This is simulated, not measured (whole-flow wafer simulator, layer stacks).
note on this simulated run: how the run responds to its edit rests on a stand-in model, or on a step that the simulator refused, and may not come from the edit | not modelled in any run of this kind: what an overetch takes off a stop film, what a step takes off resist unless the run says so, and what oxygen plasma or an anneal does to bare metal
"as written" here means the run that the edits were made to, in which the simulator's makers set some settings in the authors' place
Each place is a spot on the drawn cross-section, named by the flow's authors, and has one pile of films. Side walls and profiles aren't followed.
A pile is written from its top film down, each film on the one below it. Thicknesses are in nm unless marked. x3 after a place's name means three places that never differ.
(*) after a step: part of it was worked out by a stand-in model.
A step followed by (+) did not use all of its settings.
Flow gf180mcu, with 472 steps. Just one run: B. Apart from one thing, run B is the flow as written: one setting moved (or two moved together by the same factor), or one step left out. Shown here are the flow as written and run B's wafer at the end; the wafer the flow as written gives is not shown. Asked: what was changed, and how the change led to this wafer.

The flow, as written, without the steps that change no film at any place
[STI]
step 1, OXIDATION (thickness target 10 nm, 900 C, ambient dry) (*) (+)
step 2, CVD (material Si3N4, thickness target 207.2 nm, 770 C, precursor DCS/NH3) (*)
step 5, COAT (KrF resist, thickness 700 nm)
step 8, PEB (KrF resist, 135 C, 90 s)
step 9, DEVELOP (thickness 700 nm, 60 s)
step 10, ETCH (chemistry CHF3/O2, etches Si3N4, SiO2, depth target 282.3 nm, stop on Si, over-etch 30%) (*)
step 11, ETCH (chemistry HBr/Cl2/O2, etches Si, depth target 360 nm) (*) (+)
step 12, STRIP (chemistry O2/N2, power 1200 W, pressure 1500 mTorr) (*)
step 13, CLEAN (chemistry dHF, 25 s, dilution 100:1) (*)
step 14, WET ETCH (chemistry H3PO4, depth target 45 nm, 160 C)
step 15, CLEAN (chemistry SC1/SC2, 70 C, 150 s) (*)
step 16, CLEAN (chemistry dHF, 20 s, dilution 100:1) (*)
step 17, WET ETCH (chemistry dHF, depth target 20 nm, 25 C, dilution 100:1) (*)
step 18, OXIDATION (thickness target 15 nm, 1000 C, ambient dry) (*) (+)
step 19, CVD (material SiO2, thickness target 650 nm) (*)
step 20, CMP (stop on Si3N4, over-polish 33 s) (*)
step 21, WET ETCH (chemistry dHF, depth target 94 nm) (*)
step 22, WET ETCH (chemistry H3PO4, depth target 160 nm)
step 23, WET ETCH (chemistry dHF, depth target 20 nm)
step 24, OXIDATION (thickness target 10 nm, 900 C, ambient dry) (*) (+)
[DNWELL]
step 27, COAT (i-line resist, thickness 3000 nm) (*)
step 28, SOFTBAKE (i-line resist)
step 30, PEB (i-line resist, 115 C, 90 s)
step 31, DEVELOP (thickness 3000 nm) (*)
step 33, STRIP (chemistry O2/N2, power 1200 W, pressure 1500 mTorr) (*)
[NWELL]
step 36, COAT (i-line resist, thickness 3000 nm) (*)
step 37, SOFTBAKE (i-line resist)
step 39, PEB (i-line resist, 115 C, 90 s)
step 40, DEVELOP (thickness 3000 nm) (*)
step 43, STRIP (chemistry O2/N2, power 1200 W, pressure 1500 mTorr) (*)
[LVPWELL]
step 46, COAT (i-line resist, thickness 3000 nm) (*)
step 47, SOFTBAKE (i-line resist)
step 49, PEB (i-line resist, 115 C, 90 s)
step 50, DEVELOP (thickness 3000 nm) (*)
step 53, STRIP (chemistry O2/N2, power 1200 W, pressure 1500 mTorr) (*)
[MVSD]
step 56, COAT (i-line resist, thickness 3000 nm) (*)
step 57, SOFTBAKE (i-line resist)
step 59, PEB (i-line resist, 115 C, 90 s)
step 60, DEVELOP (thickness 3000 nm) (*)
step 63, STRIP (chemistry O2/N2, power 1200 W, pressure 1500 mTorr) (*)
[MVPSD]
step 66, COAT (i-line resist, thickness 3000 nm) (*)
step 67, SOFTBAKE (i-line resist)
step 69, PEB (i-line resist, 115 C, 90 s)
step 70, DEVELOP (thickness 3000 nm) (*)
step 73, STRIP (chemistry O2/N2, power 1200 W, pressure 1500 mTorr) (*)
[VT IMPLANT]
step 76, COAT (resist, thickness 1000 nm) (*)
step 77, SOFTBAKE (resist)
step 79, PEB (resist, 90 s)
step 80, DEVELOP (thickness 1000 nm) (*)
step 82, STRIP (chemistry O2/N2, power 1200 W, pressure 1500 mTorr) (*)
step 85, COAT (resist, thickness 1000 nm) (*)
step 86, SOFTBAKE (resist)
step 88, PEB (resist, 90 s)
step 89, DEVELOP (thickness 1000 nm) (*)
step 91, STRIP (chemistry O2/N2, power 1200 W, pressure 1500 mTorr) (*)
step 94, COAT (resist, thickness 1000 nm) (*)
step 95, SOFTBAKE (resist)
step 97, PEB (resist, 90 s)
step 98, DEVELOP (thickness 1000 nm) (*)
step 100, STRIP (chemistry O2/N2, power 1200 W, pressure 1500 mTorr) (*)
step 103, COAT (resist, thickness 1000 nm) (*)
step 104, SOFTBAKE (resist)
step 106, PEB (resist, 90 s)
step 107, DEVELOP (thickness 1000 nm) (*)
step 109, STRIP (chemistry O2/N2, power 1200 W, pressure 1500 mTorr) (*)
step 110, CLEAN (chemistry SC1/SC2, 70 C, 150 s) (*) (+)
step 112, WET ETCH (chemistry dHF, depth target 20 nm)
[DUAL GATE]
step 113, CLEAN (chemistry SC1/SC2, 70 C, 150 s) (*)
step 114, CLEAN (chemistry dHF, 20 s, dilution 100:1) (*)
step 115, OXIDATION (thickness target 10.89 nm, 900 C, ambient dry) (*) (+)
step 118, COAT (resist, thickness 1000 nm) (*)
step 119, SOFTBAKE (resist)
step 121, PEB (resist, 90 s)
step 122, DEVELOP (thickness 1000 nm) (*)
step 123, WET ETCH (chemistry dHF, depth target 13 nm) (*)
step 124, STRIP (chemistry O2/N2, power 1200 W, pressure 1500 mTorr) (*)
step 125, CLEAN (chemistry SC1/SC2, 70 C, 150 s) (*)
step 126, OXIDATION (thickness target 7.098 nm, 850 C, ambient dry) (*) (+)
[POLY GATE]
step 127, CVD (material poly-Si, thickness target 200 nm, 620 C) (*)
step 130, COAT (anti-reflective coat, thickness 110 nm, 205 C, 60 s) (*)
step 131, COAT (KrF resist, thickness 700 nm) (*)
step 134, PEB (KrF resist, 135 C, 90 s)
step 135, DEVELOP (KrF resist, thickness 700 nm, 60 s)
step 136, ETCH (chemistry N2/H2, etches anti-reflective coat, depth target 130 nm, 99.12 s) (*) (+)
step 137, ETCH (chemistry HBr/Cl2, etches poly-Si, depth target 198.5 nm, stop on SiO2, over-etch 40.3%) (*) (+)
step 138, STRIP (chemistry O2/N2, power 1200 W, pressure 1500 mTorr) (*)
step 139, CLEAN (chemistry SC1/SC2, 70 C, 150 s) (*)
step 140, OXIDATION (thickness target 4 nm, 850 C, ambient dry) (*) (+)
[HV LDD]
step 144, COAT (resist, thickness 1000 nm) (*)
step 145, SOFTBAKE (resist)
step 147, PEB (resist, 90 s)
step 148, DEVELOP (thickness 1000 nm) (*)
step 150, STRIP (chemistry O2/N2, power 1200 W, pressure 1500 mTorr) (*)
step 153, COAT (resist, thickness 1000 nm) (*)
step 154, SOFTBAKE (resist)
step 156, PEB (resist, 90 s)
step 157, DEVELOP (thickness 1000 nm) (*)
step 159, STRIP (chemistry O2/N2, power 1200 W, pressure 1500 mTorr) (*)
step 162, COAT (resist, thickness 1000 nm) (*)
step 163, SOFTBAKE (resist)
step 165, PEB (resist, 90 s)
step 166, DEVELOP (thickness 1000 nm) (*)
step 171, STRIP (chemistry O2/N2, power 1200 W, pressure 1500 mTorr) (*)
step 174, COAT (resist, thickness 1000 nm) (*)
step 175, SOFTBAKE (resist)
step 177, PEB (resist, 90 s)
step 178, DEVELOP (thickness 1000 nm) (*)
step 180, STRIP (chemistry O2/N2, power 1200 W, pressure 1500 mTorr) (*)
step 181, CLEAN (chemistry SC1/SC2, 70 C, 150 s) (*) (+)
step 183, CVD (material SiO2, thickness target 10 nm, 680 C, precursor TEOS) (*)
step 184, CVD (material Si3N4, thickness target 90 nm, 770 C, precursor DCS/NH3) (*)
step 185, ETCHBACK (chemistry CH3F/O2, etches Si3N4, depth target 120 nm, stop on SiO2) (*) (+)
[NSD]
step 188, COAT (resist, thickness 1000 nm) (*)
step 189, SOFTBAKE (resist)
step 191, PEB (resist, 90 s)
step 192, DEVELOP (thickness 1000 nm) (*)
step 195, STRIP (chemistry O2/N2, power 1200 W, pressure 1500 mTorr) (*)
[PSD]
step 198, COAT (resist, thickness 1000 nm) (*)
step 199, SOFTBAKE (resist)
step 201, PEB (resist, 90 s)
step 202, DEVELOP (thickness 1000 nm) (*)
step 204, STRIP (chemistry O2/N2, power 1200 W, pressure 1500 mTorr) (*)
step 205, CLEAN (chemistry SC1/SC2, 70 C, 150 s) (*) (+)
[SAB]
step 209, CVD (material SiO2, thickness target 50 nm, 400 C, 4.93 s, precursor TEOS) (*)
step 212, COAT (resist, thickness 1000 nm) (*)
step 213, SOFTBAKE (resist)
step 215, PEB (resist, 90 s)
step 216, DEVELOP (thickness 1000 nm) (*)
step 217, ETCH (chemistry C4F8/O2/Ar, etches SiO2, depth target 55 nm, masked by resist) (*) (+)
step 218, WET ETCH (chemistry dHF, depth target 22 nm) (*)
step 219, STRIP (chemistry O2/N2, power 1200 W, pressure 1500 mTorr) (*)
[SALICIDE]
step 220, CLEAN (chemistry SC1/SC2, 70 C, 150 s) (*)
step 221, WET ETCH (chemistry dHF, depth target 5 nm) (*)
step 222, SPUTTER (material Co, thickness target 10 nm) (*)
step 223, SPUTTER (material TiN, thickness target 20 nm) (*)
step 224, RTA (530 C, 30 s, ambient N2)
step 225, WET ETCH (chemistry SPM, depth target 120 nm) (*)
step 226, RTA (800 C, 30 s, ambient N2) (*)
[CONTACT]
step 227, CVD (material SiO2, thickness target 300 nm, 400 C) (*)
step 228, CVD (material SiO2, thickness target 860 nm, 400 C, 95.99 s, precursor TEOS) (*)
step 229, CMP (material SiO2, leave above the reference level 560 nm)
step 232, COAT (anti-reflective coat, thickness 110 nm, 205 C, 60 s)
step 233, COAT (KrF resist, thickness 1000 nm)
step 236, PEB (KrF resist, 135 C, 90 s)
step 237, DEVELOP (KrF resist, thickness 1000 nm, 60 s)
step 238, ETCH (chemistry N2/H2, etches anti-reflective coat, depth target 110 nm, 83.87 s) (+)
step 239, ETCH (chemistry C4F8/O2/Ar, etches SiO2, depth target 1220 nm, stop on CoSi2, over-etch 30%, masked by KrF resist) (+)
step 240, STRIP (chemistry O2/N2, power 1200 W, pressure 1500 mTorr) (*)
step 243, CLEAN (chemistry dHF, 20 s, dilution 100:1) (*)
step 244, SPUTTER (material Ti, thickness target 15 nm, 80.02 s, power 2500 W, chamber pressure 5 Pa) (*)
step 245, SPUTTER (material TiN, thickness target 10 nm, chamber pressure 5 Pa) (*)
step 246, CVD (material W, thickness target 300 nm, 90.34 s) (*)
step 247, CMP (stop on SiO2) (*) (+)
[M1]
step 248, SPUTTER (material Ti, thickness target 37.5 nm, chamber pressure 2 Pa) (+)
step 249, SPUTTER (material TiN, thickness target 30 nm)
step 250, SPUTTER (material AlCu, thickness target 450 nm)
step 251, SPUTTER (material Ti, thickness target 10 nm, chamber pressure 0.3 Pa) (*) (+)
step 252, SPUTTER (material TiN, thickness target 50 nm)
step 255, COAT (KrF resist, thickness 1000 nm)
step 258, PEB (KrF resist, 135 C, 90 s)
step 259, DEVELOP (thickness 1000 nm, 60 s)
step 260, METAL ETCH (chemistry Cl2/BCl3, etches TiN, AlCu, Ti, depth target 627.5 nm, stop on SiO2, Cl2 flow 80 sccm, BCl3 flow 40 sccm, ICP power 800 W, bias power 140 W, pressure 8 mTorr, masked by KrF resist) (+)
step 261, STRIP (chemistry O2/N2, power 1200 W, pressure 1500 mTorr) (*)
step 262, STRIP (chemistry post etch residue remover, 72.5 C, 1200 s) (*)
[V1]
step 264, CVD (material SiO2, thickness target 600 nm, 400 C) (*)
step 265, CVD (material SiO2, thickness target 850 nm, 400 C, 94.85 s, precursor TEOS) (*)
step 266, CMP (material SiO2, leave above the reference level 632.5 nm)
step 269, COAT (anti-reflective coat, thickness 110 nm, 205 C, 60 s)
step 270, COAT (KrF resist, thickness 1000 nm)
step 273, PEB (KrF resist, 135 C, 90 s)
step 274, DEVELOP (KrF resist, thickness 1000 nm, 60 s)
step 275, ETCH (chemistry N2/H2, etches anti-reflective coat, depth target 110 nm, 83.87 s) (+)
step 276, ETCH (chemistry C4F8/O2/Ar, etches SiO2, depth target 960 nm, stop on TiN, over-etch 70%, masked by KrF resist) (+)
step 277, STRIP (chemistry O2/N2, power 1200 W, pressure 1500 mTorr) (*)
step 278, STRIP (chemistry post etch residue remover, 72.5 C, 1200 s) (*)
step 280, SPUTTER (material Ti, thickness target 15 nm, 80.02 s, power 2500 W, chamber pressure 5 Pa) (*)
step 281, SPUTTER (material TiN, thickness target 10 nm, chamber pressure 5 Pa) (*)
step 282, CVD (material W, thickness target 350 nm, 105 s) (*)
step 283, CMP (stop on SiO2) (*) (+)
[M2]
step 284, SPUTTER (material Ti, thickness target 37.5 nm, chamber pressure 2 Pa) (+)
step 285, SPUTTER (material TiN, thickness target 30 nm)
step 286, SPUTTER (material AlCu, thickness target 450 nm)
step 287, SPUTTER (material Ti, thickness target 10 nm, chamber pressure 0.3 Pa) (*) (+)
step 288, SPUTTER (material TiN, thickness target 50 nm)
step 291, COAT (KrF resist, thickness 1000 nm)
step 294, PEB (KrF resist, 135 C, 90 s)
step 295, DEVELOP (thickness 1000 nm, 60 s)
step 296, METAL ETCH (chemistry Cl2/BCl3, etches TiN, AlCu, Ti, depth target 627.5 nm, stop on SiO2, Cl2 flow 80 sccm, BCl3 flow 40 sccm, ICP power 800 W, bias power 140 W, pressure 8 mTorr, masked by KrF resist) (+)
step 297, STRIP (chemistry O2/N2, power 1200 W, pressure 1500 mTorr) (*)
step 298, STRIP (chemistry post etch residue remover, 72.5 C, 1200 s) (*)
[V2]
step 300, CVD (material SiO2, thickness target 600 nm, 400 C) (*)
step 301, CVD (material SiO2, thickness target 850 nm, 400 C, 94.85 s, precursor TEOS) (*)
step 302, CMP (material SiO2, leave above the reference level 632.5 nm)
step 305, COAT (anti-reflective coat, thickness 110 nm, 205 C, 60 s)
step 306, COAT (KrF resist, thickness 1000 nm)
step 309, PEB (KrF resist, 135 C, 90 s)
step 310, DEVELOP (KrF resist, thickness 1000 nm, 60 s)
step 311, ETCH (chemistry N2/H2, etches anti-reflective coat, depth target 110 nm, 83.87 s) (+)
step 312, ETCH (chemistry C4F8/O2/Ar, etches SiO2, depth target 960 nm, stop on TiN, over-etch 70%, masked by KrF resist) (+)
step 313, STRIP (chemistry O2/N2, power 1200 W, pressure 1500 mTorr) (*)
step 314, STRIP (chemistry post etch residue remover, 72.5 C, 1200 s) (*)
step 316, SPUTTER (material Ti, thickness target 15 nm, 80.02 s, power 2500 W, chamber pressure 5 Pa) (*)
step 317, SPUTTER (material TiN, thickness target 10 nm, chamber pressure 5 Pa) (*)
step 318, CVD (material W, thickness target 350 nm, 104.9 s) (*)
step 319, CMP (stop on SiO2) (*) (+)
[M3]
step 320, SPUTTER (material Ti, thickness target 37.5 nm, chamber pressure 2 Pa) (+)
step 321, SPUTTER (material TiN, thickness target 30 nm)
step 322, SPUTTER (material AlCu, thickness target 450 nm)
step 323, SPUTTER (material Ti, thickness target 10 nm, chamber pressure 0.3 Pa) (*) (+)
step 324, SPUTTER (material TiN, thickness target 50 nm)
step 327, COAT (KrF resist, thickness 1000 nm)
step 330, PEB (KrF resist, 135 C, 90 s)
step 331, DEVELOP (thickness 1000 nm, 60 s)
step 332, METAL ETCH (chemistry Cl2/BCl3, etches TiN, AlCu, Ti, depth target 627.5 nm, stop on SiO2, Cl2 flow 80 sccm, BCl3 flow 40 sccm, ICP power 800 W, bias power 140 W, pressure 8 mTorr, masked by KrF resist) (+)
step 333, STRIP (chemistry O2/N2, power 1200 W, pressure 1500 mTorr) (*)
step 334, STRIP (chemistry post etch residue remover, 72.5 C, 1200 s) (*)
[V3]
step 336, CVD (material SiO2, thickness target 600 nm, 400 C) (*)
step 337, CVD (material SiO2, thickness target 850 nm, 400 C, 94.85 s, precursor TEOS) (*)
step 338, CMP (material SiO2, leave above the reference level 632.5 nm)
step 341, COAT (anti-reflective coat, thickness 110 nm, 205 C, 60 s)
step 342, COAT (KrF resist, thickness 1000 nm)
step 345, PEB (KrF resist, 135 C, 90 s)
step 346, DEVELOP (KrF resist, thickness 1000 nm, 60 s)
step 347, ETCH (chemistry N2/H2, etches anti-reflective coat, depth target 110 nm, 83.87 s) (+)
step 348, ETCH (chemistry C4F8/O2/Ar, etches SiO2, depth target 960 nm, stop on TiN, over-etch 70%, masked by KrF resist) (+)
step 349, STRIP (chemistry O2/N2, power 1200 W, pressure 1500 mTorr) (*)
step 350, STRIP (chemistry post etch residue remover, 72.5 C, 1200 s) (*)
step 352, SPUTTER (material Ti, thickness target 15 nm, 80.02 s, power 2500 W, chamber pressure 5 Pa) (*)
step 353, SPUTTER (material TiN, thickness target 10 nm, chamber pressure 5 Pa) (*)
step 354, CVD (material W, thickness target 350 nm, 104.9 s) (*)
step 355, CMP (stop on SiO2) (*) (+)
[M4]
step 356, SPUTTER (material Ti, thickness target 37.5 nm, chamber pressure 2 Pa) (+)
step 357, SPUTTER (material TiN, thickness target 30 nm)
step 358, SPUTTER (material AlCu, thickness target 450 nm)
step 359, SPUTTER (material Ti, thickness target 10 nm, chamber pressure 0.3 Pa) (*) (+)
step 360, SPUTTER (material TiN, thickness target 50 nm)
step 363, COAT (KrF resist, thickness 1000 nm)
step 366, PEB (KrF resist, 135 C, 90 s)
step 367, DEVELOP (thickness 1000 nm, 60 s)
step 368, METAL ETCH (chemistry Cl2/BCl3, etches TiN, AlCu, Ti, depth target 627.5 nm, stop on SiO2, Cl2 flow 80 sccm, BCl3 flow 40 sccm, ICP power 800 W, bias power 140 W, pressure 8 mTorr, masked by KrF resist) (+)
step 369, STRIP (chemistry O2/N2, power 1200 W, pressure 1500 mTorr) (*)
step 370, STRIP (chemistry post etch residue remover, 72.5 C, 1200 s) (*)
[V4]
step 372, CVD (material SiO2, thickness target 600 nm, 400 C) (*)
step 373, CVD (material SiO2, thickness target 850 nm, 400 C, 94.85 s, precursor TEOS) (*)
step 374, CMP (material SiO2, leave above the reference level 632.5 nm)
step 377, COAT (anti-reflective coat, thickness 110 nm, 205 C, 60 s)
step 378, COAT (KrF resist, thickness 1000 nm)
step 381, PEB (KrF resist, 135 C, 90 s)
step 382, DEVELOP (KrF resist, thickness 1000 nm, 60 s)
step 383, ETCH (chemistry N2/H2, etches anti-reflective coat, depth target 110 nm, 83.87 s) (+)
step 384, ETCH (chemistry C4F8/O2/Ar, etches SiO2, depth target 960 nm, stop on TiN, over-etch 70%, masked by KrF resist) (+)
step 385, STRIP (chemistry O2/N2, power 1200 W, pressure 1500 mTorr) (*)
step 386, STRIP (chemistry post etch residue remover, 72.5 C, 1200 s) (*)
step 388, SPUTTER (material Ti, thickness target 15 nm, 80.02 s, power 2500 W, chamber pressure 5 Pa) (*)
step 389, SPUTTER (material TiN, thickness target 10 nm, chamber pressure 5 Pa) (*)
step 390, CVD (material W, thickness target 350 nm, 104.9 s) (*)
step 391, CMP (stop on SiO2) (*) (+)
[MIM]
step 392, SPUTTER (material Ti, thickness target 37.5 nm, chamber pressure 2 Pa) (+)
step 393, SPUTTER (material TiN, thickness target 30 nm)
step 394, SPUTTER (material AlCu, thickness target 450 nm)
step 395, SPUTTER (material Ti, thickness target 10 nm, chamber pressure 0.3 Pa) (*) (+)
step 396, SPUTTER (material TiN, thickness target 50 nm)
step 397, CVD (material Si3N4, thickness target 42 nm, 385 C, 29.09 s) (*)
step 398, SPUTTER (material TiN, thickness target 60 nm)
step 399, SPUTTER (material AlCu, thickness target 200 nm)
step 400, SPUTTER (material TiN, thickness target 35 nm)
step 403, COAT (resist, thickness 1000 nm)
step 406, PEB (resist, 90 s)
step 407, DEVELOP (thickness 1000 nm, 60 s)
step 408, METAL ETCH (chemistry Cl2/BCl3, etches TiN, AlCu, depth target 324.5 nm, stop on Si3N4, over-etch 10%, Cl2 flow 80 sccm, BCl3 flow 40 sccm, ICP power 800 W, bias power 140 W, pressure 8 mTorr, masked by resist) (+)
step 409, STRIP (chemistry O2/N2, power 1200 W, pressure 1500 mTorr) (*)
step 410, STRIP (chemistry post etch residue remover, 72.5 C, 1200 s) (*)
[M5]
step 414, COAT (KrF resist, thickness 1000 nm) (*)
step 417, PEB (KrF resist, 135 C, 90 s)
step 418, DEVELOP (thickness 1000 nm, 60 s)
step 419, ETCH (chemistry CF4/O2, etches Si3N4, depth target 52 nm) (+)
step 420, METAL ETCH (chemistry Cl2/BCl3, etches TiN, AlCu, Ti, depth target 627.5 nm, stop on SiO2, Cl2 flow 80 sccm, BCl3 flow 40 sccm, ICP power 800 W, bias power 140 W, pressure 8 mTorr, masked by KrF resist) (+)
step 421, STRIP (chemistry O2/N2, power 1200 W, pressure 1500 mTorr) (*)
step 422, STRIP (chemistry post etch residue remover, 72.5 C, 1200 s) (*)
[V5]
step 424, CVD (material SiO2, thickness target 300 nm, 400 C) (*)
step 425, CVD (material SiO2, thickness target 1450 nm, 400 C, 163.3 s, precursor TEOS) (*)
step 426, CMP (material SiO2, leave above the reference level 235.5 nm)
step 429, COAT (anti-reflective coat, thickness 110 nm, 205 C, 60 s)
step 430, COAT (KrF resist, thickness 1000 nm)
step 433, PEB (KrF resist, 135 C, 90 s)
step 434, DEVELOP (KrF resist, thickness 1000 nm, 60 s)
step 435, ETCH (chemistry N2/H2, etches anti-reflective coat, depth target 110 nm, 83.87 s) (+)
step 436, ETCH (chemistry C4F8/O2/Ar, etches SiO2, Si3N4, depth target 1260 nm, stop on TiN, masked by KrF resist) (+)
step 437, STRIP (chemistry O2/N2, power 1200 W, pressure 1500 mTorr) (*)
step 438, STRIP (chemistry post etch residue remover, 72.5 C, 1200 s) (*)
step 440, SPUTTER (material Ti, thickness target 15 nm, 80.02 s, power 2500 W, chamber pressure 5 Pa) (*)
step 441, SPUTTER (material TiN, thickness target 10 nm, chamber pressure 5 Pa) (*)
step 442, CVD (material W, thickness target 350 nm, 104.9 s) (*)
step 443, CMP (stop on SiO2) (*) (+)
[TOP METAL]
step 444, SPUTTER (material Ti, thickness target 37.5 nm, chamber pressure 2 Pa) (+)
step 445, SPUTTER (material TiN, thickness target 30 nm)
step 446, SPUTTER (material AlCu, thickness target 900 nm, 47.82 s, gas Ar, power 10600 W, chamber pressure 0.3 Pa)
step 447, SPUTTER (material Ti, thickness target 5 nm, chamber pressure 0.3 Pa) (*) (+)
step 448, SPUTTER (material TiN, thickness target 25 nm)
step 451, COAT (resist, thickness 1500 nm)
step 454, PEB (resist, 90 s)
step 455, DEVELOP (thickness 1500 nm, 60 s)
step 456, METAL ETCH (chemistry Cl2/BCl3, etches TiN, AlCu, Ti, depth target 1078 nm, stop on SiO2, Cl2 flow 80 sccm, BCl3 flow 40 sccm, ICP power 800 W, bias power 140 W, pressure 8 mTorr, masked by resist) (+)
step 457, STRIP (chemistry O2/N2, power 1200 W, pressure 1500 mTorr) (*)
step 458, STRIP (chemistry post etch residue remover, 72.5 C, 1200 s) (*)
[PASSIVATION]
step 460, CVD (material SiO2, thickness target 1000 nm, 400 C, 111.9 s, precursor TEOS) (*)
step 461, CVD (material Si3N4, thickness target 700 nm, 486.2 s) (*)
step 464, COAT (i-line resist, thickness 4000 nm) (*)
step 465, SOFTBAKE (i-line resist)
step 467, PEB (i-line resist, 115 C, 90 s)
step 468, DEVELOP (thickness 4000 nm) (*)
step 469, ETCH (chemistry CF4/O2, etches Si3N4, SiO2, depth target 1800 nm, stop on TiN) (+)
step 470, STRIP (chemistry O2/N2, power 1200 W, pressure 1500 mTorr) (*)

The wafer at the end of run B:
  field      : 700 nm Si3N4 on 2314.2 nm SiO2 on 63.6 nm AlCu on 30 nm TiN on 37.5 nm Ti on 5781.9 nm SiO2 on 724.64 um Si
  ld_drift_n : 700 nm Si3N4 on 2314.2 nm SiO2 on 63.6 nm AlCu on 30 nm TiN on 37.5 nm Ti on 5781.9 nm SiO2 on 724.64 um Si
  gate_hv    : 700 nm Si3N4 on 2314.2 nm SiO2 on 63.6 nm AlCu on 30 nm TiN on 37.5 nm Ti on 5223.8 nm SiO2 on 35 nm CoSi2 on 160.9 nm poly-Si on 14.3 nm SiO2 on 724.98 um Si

Cause: step 420, METAL ETCH: depth target 439.2 nm was run, while the flow as written has depth target 627.5 nm.

The path from the change to this, step by step:
  step 420, METAL ETCH (chemistry Cl2/BCl3, etches TiN, AlCu, Ti, depth target 627.5 nm, stop on SiO2, Cl2 flow 80 sccm, BCl3 flow 40 sccm, ICP power 800 W, bias power 140 W, pressure 8 mTorr, masked by KrF resist) (+)
      field, field__w1, field__w2 and 101 more: TiN loses 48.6 (all of it), Ti loses 10 (all of it), AlCu loses 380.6 (it would be, as written: TiN loses 48.6 (all of it), Ti loses 10 (all of it), AlCu loses 450 (all of it), TiN loses 30 (all of it), Ti loses 37.5 (all of it))
      field__w4, field__w8, contact, m1, m1__w1, mim, mim_1p0, m1_nw: KrF resist loses 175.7 (it would be, as written: KrF resist loses 251)
  step 421, STRIP (chemistry O2/N2, power 1200 W, pressure 1500 mTorr) (*)
      field__w8, m1__w1: KrF resist loses 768 (all of it) (it would be, as written: KrF resist loses 692.7 (all of it))
      contact, m1: KrF resist loses 768.5 (all of it) (it would be, as written: KrF resist loses 693.2 (all of it))
      (also at 4 further places)
  step 422, STRIP (chemistry post etch residue remover, 72.5 C, 1200 s) (*)
      field, field__w1, field__w2 and 101 more: AlCu loses 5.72 (it would be, as written: nothing)
  step 424, CVD (material SiO2, thickness target 300 nm, 400 C) (*)
      field, field__w1, field__w2 and 101 more: SiO2 gains 300 (new film) (it would be, as written: SiO2 gains 300)
  step 426, CMP (material SiO2, leave above the reference level 235.5 nm)
      field, field__w1, field__w5 and 92 more: SiO2 loses 432 (it would be, as written: SiO2 loses 300.8)
      field__w2, field__w3, field__w12 and 6 more: SiO2 loses 409.8 (it would be, as written: SiO2 loses 272.7)
With metal films that touch counted as one body, field has 1 body; the flow as written gives 0 bodies.
With metal films that touch counted as one body, ld_drift_n has 1 body; the flow as written gives 0 bodies.
With metal films that touch counted as one body, gate_hv has 2 bodies (between them, from the top down: SiO2 5223.8); the flow as written gives 1 body.
